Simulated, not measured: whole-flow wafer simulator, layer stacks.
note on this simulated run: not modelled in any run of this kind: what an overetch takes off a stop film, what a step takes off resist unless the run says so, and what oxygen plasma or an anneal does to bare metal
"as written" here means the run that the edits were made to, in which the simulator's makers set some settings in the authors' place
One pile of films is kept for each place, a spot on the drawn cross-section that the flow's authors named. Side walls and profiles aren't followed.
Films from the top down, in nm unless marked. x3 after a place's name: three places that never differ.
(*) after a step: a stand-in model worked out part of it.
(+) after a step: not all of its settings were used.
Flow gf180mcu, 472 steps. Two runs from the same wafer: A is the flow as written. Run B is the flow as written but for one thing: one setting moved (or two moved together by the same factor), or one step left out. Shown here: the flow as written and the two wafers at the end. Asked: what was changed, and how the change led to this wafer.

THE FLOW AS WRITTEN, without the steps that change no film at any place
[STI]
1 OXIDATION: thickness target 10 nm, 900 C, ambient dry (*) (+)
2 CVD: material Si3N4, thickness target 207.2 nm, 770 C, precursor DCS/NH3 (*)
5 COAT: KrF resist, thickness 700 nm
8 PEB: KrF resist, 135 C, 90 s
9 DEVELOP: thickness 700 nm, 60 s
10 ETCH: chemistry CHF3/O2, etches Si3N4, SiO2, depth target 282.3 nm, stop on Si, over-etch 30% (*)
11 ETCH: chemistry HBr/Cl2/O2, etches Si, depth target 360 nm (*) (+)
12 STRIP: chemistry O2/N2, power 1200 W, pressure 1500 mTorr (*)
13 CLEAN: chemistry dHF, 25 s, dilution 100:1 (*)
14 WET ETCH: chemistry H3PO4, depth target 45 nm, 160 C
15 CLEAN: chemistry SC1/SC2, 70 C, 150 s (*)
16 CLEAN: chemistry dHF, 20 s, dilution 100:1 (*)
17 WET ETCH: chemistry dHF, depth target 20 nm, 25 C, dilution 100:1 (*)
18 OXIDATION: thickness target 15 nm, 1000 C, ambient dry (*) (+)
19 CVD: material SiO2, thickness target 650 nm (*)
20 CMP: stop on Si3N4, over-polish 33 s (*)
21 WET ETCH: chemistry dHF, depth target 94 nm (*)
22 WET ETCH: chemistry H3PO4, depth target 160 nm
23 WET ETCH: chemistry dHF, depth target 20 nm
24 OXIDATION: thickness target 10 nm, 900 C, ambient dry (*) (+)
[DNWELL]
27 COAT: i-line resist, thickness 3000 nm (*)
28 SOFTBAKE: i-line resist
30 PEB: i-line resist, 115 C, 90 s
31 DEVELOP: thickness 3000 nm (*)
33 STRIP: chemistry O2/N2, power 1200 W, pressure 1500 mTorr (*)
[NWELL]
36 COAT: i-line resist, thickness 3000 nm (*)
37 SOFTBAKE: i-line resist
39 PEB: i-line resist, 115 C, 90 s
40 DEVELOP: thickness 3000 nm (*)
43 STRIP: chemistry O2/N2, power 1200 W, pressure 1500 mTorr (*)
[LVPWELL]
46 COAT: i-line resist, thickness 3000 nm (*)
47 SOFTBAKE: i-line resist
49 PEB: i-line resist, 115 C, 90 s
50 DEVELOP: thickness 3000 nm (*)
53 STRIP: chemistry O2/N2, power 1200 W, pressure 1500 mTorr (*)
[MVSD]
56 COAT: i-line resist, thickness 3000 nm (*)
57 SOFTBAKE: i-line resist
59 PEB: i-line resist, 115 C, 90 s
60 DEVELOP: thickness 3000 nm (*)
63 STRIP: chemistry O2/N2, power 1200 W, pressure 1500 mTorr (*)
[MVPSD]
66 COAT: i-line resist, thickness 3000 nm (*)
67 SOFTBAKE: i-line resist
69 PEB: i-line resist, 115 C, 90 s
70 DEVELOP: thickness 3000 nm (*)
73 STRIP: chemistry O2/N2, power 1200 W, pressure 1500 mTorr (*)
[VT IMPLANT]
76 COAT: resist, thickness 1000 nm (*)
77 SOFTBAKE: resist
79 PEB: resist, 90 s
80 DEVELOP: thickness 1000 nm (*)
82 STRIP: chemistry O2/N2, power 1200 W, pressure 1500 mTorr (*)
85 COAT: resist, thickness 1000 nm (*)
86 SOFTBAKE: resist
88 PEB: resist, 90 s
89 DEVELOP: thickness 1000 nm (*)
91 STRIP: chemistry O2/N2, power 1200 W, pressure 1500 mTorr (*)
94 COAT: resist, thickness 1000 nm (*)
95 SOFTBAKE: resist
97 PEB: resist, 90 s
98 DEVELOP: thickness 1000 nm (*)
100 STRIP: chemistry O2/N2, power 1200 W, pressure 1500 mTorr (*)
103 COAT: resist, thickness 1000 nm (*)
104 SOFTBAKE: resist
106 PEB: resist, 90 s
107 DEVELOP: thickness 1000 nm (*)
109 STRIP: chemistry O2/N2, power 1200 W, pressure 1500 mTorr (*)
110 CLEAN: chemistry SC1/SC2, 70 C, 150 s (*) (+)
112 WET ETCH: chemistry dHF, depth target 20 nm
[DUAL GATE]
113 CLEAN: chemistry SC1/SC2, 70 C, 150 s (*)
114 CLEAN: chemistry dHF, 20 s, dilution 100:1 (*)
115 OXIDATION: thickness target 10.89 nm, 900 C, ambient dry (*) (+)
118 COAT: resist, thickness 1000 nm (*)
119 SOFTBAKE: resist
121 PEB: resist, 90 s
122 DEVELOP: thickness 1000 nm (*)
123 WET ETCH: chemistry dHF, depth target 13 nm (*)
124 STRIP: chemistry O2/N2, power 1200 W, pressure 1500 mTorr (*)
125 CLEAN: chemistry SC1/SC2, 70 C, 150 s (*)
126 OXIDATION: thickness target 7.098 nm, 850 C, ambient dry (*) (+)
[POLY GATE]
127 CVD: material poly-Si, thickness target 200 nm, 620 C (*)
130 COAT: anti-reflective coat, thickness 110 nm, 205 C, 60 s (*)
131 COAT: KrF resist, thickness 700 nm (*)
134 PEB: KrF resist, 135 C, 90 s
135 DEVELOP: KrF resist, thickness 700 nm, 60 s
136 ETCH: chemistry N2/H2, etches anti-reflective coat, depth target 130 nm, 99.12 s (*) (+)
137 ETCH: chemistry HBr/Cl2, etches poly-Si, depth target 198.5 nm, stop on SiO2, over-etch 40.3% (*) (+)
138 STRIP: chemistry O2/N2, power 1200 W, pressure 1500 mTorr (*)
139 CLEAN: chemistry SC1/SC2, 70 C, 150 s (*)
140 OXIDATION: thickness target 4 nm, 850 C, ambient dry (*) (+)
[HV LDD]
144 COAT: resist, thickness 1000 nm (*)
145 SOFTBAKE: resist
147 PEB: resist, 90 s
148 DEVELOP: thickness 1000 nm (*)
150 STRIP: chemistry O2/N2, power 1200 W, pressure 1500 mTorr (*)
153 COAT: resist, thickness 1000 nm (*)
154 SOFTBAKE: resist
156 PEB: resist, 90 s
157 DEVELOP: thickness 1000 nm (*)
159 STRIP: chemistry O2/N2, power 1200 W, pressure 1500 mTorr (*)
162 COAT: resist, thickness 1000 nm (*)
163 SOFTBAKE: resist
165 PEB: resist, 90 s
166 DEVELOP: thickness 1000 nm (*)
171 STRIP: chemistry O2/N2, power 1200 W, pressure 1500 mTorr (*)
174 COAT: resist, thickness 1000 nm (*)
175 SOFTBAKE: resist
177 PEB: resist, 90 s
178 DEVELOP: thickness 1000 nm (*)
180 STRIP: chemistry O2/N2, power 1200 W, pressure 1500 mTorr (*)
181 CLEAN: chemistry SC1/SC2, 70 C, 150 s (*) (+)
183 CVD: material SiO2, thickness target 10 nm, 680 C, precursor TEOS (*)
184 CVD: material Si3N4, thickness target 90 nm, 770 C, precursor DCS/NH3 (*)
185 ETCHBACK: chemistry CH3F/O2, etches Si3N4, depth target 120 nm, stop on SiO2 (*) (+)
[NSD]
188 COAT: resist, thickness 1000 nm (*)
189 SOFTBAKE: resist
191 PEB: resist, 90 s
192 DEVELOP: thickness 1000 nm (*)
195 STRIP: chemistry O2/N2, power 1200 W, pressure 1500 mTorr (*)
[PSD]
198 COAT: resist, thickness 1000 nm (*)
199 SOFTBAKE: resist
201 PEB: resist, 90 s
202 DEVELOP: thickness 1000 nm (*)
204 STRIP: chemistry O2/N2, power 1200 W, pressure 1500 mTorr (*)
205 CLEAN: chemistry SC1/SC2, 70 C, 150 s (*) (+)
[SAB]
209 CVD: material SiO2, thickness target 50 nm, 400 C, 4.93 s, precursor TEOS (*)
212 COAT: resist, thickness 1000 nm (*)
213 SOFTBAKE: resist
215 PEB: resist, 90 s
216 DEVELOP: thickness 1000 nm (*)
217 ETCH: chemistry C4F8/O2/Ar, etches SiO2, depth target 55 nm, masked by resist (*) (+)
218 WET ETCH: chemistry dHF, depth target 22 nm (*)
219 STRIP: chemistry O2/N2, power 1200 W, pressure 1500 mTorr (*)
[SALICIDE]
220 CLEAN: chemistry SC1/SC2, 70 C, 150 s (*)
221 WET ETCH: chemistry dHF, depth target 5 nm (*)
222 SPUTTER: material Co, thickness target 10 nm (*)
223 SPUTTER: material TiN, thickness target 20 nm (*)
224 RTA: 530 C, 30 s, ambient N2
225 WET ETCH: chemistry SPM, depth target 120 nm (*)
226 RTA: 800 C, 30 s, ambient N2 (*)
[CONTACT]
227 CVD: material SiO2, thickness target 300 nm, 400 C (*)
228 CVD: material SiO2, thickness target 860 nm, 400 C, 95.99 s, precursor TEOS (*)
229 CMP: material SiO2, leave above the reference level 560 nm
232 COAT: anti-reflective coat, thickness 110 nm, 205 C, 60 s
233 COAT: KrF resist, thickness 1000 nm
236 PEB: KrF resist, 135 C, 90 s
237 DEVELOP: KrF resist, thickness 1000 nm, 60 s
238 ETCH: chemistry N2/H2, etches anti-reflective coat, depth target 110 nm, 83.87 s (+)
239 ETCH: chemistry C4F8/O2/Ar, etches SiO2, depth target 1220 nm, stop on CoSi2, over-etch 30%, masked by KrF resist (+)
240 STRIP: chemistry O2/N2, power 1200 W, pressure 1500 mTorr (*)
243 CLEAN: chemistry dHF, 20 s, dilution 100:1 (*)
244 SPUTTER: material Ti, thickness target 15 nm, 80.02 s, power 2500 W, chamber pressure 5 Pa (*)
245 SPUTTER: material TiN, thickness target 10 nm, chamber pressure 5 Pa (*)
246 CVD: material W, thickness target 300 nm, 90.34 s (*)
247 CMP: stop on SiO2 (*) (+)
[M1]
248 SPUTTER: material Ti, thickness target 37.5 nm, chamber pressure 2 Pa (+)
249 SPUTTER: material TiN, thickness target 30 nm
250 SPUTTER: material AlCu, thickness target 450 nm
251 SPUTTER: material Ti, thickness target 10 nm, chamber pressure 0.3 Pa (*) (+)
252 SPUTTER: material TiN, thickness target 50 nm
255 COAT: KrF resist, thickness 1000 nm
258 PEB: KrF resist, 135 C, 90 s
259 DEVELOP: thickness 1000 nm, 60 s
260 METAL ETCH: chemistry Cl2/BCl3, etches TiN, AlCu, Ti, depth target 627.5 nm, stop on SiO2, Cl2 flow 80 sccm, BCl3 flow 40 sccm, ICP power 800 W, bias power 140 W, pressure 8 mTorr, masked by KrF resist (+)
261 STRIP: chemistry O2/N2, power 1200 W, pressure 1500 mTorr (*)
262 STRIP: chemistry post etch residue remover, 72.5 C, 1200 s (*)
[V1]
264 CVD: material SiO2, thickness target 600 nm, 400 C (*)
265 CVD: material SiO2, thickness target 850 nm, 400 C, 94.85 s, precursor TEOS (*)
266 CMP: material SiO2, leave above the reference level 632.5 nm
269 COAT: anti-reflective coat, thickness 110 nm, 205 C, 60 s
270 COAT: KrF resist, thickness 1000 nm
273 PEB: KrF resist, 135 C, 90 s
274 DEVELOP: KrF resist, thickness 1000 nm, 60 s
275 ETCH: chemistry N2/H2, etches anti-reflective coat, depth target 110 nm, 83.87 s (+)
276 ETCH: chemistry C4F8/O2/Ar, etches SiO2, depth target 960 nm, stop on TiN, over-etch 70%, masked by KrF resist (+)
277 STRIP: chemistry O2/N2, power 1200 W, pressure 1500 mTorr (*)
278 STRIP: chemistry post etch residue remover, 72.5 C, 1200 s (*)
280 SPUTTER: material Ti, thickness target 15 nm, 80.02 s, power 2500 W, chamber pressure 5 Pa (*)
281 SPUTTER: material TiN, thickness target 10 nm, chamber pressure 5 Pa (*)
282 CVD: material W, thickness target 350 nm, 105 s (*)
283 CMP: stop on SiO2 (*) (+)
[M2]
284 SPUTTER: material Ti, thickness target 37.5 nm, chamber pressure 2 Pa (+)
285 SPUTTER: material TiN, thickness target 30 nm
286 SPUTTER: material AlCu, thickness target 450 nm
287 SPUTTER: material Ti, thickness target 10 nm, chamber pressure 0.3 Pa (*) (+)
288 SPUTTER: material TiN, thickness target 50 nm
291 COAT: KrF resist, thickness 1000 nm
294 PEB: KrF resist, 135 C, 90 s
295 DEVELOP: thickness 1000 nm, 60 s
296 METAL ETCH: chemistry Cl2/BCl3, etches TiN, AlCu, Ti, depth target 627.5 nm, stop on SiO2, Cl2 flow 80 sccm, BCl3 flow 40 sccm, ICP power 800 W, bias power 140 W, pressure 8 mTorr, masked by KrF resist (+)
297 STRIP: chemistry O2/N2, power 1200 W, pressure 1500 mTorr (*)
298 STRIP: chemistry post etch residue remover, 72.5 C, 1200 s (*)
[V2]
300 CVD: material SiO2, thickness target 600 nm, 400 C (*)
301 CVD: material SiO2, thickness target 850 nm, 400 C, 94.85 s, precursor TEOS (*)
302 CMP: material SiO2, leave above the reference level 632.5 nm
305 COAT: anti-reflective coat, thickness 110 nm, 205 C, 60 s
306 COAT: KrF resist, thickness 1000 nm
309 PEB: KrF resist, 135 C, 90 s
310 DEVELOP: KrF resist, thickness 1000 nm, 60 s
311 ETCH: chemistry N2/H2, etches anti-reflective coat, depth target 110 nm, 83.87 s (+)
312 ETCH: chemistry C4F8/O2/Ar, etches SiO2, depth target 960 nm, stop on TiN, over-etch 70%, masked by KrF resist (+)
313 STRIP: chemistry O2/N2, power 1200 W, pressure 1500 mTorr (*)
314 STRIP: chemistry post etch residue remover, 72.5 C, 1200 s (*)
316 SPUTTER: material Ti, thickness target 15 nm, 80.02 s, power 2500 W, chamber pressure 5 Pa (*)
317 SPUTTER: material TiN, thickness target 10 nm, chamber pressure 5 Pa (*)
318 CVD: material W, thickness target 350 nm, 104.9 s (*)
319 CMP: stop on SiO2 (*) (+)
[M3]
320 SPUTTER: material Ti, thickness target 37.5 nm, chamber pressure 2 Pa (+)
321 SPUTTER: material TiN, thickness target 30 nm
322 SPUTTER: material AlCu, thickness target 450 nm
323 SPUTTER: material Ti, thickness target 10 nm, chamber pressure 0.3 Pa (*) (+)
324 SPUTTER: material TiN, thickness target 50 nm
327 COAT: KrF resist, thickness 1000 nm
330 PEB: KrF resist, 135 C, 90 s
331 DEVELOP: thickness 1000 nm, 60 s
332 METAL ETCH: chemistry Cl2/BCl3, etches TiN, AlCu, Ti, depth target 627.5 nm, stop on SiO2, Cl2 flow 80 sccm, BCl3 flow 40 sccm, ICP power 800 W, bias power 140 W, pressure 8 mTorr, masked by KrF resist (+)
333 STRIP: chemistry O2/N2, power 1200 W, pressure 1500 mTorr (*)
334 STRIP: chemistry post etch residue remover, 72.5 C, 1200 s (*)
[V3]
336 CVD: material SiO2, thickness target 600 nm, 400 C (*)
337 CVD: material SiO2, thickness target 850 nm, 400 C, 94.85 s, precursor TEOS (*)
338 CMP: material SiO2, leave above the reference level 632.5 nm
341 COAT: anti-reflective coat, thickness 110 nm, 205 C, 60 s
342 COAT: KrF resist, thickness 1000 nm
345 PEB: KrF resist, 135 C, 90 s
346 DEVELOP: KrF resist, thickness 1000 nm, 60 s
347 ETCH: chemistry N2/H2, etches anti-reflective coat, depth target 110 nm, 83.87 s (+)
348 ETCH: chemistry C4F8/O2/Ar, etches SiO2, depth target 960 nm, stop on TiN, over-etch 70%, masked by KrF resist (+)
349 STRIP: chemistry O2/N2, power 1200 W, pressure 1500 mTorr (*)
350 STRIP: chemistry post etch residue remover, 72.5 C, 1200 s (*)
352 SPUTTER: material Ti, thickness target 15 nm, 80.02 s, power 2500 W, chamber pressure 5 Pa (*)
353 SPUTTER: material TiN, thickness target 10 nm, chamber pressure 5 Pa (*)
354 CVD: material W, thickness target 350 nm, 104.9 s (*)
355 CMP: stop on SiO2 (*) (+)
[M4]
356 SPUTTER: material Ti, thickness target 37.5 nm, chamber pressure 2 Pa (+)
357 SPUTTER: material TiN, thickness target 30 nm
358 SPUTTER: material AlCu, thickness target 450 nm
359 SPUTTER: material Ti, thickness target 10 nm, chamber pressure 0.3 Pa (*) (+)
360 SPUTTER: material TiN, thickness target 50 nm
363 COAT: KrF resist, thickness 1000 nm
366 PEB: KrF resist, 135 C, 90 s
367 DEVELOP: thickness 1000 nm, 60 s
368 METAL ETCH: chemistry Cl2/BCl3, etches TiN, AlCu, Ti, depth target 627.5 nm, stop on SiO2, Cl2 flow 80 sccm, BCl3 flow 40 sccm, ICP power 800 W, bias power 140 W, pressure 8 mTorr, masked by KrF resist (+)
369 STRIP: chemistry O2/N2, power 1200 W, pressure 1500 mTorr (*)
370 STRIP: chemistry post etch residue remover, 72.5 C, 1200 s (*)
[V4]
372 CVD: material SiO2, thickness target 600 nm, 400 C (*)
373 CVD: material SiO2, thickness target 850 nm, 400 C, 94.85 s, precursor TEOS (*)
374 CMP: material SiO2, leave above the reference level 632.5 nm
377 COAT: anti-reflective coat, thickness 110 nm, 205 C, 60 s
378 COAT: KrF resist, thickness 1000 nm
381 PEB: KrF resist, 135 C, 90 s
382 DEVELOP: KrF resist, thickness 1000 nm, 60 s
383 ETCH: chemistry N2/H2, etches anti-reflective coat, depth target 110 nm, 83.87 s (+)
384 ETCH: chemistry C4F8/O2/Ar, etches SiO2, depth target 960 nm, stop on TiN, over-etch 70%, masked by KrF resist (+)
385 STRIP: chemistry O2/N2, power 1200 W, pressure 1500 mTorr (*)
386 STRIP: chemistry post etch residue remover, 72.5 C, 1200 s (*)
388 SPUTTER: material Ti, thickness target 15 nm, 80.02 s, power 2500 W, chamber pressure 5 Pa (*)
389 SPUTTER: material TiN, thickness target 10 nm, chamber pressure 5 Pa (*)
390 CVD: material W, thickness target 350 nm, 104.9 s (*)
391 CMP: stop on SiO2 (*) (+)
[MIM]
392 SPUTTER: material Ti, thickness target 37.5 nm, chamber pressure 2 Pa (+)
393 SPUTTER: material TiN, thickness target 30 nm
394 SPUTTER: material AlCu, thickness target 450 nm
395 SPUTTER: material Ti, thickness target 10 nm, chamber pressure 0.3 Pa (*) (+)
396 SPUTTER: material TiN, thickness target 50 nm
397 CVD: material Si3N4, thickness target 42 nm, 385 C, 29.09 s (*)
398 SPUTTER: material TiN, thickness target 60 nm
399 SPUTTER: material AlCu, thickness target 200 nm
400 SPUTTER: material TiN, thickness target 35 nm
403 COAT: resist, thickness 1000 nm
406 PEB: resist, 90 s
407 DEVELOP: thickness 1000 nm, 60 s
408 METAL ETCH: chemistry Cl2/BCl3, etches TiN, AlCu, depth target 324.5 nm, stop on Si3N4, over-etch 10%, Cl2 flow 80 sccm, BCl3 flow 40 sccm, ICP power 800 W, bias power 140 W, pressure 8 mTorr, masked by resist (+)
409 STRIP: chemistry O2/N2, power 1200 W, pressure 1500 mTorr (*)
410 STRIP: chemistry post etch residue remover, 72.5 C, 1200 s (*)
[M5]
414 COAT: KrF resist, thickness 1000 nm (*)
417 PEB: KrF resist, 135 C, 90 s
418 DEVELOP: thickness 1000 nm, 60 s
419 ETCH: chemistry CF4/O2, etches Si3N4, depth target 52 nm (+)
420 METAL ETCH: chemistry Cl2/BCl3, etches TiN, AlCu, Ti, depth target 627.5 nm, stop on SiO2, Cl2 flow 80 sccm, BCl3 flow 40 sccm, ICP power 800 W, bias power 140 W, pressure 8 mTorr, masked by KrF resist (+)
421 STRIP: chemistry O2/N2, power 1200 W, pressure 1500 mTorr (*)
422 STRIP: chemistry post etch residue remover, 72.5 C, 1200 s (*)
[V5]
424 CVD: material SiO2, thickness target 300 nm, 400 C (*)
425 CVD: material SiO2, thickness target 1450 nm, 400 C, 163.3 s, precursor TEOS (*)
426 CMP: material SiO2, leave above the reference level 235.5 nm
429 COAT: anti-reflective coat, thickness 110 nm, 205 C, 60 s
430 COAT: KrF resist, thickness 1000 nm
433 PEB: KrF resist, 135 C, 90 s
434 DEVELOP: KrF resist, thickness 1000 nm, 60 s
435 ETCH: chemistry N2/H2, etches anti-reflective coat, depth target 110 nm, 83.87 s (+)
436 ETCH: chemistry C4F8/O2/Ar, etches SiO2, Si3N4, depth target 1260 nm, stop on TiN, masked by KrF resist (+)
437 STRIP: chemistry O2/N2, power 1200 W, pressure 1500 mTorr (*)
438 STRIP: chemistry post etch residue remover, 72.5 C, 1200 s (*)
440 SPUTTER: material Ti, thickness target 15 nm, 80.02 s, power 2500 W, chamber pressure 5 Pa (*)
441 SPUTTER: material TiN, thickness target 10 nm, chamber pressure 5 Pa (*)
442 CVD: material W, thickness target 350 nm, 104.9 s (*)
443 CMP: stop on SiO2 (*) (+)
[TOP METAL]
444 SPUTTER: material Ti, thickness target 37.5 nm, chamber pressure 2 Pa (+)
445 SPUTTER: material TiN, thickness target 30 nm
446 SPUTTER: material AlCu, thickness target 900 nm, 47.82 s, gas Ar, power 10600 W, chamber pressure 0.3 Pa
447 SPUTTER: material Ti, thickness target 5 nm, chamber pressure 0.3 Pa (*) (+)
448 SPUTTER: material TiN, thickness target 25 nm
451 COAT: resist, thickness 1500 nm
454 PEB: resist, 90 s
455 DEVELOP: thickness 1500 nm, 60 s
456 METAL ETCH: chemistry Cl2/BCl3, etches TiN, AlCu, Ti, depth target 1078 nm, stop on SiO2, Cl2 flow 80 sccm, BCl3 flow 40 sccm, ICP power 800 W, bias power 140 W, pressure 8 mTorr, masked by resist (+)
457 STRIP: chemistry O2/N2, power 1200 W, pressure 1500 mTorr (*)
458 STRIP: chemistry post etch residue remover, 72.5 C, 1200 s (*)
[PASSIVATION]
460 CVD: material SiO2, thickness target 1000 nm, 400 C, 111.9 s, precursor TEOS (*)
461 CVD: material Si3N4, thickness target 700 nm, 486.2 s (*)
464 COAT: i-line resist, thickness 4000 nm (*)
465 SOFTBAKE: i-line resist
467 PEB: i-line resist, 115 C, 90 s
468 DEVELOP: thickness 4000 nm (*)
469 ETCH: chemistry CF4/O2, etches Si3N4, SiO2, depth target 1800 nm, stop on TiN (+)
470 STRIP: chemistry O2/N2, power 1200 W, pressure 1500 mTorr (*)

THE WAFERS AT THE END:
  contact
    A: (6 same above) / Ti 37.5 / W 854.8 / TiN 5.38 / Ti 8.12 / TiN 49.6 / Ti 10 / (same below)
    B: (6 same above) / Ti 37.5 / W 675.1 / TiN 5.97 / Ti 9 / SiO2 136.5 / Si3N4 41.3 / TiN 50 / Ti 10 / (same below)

The cause: step 436, ETCH: depth target 693 nm was run, where the flow has depth target 1260 nm.

How the change led to this, step by step:
  436 ETCH: chemistry C4F8/O2/Ar, etches SiO2, Si3N4, depth target 1260 nm, stop on TiN, masked by KrF resist (+)
      contact: A SiO2 -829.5 (all of it), Si3N4 -41.3 (all of it) | B SiO2 -693
      field, field__w1, field__w2 and 108 more: A KrF resist -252 | B KrF resist -138.6
  437 STRIP: chemistry O2/N2, power 1200 W, pressure 1500 mTorr (*)
      field, field__w1, field__w2 and 108 more: A KrF resist -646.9 (all of it), anti-reflective coat -110 (all of it) | B KrF resist -760.3 (all of it), anti-reflective coat -110 (all of it)
  440 SPUTTER: material Ti, thickness target 15 nm, 80.02 s, power 2500 W, chamber pressure 5 Pa (*)
      contact: A Ti +8.12 (new film) | B Ti +9 (new film)
  441 SPUTTER: material TiN, thickness target 10 nm, chamber pressure 5 Pa (*)
      contact: A TiN +5.38 (new film) | B TiN +5.97 (new film)
  442 CVD: material W, thickness target 350 nm, 104.9 s (*)
      contact: A W +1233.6 (new film) | B W +1053.9 (new film)
Counting metal films that touch as one body, contact has 2 bodies (between them, from the top down: SiO2 136.5 / Si3N4 41.3); the flow as written gives 1 body.
